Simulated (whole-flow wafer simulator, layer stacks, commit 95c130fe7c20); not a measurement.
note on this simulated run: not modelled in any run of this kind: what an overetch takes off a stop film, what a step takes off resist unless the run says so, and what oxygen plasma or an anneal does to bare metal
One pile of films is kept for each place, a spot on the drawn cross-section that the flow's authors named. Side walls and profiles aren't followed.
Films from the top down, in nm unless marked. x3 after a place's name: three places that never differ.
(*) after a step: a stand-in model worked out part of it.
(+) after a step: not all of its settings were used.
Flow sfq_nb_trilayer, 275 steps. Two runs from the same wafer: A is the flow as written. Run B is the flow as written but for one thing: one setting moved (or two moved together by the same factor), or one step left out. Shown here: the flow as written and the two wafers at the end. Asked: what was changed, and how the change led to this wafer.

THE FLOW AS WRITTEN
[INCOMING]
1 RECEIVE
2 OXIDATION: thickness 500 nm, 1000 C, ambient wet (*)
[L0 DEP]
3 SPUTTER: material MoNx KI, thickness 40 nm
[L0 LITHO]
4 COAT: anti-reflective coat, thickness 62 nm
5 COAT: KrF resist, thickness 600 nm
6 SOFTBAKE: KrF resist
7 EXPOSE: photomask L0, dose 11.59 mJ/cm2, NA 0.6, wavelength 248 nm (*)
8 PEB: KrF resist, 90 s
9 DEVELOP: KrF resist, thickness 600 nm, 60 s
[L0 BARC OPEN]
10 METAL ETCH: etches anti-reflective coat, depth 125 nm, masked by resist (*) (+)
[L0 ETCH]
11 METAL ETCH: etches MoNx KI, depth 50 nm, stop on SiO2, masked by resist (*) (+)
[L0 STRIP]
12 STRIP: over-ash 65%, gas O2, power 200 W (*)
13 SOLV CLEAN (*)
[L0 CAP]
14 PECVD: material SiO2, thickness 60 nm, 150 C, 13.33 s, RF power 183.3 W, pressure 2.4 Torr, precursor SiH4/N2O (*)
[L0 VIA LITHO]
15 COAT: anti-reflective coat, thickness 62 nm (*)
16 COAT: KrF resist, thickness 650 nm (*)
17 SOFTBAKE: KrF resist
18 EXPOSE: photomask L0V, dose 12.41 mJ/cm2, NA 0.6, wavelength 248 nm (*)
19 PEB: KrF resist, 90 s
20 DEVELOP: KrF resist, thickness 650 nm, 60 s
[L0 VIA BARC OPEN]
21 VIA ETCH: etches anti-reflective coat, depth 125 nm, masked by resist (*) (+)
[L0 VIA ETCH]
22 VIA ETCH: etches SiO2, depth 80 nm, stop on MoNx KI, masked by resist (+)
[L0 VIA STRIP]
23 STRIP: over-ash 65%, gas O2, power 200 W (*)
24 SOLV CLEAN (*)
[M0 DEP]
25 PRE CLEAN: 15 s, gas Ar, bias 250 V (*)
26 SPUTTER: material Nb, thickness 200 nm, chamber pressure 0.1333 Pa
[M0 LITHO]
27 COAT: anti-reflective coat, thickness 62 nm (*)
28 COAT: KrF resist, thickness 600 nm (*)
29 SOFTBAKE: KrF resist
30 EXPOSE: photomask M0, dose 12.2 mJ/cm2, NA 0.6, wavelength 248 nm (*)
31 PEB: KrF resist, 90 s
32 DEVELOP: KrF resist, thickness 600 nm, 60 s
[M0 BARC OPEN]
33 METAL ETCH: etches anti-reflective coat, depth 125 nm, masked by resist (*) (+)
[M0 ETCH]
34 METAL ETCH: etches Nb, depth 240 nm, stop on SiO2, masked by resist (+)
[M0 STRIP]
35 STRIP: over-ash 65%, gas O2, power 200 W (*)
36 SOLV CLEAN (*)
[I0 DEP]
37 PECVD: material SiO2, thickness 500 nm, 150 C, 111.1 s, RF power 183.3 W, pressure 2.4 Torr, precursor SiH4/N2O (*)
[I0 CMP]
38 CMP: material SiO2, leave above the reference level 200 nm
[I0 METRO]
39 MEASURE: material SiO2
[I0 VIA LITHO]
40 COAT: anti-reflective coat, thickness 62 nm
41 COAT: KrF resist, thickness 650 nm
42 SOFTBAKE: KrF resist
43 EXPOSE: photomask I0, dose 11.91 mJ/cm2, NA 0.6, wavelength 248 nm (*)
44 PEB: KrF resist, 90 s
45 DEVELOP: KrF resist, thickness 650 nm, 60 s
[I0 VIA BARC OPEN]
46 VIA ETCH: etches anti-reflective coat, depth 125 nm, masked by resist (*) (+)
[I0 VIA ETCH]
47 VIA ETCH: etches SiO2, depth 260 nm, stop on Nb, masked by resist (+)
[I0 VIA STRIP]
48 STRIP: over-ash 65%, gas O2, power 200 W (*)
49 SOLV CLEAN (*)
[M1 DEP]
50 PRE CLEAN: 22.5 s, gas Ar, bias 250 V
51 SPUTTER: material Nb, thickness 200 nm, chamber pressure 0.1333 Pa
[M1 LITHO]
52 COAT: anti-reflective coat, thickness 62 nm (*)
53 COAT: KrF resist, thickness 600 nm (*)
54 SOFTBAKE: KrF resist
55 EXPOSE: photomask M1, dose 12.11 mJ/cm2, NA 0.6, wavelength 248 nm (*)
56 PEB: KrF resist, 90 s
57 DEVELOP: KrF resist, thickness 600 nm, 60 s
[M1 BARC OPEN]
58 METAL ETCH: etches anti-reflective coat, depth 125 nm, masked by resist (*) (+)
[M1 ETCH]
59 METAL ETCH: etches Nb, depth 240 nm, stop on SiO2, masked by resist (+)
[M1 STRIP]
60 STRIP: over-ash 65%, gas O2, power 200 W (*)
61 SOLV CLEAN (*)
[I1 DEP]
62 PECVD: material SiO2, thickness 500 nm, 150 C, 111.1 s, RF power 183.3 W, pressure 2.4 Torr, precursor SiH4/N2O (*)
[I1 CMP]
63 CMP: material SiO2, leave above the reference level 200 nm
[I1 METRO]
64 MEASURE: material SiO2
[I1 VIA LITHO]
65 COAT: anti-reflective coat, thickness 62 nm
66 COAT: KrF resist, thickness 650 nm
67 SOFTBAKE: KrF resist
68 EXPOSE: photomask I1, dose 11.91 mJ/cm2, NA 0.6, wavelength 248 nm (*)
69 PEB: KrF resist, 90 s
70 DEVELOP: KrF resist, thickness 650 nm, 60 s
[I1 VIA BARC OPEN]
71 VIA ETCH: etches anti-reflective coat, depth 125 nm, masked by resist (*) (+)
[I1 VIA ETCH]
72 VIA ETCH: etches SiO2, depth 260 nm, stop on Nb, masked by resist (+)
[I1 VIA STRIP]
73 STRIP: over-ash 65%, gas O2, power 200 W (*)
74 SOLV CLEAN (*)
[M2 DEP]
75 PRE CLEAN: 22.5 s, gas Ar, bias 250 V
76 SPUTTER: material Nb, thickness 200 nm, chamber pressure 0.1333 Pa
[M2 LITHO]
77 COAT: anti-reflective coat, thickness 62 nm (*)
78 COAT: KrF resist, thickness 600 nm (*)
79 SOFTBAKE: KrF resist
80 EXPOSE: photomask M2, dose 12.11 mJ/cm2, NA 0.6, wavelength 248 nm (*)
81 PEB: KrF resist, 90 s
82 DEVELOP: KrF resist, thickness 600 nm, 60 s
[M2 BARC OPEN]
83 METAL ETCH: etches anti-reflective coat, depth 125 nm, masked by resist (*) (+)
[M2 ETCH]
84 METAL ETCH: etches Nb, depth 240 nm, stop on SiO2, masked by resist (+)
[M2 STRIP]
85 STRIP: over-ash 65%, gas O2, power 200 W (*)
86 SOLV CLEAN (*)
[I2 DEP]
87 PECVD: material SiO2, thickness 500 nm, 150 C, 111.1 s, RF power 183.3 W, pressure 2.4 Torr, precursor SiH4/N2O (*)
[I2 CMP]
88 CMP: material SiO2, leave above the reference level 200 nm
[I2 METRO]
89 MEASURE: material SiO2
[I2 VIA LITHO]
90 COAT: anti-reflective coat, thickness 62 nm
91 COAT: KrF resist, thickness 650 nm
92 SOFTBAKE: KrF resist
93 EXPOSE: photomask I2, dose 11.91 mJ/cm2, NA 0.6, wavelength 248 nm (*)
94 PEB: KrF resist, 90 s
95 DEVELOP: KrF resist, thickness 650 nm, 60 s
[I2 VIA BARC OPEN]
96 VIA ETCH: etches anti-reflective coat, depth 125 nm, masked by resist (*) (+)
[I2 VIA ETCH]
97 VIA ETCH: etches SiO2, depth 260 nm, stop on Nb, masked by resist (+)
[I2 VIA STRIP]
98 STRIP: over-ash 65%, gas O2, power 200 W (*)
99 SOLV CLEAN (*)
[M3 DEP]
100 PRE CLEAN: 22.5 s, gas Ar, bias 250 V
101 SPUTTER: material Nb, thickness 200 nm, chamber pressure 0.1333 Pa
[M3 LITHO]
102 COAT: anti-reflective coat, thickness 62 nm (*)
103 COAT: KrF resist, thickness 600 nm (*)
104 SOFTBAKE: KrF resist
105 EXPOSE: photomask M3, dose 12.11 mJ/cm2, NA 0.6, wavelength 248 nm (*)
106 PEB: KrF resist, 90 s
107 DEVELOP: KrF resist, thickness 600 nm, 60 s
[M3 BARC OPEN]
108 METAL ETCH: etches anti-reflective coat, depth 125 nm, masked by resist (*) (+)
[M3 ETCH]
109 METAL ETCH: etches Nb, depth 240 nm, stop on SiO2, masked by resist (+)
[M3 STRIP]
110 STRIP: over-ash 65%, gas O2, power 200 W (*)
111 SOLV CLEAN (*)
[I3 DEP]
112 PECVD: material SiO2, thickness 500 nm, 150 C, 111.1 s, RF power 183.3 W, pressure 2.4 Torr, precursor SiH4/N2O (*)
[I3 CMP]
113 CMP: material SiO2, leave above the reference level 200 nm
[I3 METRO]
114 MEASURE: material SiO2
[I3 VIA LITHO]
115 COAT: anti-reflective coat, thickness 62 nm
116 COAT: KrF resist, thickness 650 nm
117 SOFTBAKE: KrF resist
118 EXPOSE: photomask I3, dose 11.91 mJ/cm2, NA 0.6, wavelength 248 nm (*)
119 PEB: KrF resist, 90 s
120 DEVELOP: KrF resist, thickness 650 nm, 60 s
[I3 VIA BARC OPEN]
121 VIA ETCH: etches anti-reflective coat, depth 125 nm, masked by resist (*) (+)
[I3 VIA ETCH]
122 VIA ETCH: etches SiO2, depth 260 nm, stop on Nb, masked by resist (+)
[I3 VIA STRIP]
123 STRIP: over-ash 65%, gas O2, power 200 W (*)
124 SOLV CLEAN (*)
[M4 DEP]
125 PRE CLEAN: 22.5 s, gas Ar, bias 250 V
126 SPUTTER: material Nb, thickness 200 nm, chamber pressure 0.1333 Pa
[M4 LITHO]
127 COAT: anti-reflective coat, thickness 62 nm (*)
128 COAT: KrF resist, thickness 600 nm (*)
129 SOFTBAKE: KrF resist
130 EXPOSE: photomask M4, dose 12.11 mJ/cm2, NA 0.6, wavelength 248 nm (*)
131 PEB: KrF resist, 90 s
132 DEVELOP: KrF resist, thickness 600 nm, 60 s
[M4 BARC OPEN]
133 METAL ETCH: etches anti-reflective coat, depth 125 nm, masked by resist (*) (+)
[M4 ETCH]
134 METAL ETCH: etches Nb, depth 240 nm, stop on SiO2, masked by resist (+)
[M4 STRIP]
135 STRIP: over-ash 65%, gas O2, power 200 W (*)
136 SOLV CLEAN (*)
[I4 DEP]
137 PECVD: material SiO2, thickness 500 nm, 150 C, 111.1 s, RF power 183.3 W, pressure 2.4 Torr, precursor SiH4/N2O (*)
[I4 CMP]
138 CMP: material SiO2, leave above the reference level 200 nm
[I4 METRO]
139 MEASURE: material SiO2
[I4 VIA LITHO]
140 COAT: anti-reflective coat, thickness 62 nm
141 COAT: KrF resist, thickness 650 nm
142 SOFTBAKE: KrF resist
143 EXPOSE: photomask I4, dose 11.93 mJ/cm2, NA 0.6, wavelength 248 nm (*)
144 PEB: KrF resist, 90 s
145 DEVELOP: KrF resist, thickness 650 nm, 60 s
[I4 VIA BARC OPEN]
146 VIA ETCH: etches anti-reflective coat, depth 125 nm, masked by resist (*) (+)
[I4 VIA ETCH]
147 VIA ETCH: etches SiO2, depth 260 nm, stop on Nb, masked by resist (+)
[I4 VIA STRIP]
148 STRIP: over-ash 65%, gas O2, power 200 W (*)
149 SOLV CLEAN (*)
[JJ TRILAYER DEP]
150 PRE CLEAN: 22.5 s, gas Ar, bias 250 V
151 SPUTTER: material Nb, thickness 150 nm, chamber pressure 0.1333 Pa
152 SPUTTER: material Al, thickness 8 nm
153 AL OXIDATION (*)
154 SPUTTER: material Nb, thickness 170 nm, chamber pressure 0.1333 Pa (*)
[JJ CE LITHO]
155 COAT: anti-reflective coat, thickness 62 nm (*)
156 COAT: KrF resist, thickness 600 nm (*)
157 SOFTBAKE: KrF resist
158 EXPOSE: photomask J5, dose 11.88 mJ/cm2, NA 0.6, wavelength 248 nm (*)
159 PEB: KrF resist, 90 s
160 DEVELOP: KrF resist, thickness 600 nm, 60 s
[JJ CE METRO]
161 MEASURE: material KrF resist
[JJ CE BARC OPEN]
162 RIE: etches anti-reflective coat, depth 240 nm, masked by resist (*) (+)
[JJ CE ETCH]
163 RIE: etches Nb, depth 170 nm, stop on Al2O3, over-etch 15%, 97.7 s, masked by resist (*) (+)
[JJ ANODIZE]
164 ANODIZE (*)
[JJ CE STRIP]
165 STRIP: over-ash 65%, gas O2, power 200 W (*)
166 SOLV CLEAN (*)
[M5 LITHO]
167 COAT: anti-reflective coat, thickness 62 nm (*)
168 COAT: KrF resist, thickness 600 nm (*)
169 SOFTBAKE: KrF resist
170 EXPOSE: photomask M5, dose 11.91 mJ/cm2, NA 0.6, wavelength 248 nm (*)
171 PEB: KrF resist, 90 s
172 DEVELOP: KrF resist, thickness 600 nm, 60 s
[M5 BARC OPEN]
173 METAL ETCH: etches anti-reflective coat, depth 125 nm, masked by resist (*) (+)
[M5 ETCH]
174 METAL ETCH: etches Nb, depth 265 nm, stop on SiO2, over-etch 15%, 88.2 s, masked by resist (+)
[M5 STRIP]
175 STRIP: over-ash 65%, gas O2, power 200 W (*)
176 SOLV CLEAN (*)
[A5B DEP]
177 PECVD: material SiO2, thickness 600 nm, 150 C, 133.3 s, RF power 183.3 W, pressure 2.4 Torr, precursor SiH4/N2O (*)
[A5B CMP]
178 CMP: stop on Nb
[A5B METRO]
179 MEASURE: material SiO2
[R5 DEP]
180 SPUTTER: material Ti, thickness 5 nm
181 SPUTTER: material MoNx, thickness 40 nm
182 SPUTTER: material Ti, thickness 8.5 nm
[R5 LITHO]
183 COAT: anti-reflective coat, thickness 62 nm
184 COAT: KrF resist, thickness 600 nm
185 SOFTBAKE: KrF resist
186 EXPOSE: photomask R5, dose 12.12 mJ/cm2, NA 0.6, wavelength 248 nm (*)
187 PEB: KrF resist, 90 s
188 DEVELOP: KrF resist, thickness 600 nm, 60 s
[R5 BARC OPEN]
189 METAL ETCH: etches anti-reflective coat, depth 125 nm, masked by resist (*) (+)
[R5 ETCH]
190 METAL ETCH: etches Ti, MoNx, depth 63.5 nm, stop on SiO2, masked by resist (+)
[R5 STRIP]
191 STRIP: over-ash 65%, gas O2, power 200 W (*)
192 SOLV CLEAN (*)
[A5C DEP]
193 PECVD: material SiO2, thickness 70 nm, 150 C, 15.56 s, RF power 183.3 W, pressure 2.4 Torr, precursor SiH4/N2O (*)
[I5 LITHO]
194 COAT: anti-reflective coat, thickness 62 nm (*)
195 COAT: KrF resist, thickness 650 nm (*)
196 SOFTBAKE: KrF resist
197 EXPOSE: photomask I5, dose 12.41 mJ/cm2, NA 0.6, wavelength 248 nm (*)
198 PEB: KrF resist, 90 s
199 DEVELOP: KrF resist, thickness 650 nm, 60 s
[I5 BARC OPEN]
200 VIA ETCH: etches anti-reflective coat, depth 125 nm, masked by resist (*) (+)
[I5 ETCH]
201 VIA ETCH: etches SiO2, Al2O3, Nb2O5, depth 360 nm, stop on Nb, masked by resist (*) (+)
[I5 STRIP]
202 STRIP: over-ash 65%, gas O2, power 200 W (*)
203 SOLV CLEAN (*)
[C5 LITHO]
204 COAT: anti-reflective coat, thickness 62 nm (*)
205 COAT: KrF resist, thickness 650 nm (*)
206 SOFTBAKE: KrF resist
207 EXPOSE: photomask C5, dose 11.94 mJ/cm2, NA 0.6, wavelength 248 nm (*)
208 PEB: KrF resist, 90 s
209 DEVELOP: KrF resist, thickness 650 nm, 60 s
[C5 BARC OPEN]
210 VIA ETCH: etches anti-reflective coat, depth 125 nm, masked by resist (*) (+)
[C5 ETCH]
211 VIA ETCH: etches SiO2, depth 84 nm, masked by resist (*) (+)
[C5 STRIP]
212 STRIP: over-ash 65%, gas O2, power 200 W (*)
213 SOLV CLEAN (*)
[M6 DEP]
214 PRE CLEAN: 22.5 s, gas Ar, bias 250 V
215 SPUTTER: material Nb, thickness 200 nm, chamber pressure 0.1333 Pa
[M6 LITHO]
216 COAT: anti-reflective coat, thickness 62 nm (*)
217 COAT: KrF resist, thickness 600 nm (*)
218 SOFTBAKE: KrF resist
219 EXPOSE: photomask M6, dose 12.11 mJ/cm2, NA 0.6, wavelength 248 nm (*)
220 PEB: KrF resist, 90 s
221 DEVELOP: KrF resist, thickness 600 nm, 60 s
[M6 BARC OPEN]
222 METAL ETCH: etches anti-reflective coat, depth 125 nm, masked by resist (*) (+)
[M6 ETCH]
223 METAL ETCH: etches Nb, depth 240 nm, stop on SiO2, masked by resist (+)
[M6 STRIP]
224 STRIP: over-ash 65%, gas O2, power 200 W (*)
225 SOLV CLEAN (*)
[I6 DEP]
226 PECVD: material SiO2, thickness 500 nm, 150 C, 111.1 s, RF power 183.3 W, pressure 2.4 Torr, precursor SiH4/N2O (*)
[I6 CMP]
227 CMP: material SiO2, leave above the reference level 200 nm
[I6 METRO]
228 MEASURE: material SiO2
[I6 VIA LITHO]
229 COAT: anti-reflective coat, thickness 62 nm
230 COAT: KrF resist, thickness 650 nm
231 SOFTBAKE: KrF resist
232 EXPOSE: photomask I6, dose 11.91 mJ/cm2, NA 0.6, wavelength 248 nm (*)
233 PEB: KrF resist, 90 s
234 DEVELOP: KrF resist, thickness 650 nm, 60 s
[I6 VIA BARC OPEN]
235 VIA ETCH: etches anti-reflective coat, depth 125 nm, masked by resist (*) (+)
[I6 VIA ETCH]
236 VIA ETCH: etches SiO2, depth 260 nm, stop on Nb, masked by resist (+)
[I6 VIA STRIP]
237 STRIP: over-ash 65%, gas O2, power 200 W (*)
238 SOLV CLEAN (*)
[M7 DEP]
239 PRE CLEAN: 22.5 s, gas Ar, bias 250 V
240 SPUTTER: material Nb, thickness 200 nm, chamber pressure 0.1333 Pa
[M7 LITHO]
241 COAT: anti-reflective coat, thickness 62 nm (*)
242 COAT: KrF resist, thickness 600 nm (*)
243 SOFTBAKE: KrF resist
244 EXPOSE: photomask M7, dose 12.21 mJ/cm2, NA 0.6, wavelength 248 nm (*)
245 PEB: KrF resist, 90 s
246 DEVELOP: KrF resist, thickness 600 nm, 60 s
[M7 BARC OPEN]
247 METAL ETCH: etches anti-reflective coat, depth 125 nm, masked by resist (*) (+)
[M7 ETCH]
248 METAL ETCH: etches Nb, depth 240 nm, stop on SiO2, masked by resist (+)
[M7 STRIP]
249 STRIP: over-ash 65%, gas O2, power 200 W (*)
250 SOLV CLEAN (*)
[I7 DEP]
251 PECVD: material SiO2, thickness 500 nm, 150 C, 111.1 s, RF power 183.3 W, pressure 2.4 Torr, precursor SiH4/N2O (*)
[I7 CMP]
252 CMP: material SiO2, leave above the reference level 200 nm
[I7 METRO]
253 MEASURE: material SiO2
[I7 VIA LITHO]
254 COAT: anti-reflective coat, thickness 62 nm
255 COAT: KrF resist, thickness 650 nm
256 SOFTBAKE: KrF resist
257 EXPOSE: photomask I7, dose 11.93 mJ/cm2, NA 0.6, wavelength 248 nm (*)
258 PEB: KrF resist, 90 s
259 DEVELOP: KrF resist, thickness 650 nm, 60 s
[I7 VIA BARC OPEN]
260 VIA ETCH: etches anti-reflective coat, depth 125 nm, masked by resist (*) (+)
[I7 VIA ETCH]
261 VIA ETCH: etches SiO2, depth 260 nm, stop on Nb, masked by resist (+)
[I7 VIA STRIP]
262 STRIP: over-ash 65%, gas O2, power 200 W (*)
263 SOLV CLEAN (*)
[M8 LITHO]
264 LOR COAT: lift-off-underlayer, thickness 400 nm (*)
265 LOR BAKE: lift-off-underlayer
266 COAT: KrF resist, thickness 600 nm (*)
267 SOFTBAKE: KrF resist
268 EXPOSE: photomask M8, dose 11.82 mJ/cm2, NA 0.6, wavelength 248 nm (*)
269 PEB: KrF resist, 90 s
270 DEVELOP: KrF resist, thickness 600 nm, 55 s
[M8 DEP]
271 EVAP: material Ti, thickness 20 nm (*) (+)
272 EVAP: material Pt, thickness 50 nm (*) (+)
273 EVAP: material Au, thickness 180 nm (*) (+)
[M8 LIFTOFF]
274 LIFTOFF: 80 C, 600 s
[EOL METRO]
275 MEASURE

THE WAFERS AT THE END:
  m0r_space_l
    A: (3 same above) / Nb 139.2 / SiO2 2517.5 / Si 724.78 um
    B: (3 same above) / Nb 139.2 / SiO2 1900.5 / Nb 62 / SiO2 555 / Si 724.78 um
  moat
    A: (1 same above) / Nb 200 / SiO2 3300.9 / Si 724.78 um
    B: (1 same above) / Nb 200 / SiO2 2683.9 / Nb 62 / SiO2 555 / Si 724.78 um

The cause: step 34, METAL ETCH: depth 138 nm was run, where the flow has depth 240 nm.

How the change led to this, step by step:
  34 METAL ETCH: etches Nb, depth 240 nm, stop on SiO2, masked by resist (+)
      moat, m0r_space_l, m0r_space_r: A Nb -200 (all of it) | B Nb -138
      field_l, v_sur, via_wl and 100 more: A KrF resist -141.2 | B KrF resist -81.2
  35 STRIP: over-ash 65%, gas O2, power 200 W (*)
      p4_fl, p4_fm, p4_w1 and 68 more: A KrF resist -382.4 (all of it), anti-reflective coat -62 (all of it) | B KrF resist -442.4 (all of it), anti-reflective coat -62 (all of it)
      c5j, ce_r, sp_r, be_r, r_sur, res: A KrF resist -389 (all of it), anti-reflective coat -63.6 (all of it) | B KrF resist -449 (all of it), anti-reflective coat -63.6 (all of it)
      (and at 26 more places)
  37 PECVD: material SiO2, thickness 500 nm, 150 C, 111.1 s, RF power 183.3 W, pressure 2.4 Torr, precursor SiH4/N2O (*)
      moat, m0r_space_l, m0r_space_r: A SiO2 +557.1 | B SiO2 +500 (new film)
  38 CMP: material SiO2, leave above the reference level 200 nm
      moat, m0r_space_l, m0r_space_r: A SiO2 -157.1 | B SiO2 -162
Counting metal films that touch as one body, m0r_space_l has 2 bodies (between them, from the top down: SiO2 1900.5); the flow as written gives 1 body.
Counting metal films that touch as one body, moat has 2 bodies (between them, from the top down: SiO2 2683.9); the flow as written gives 1 body.
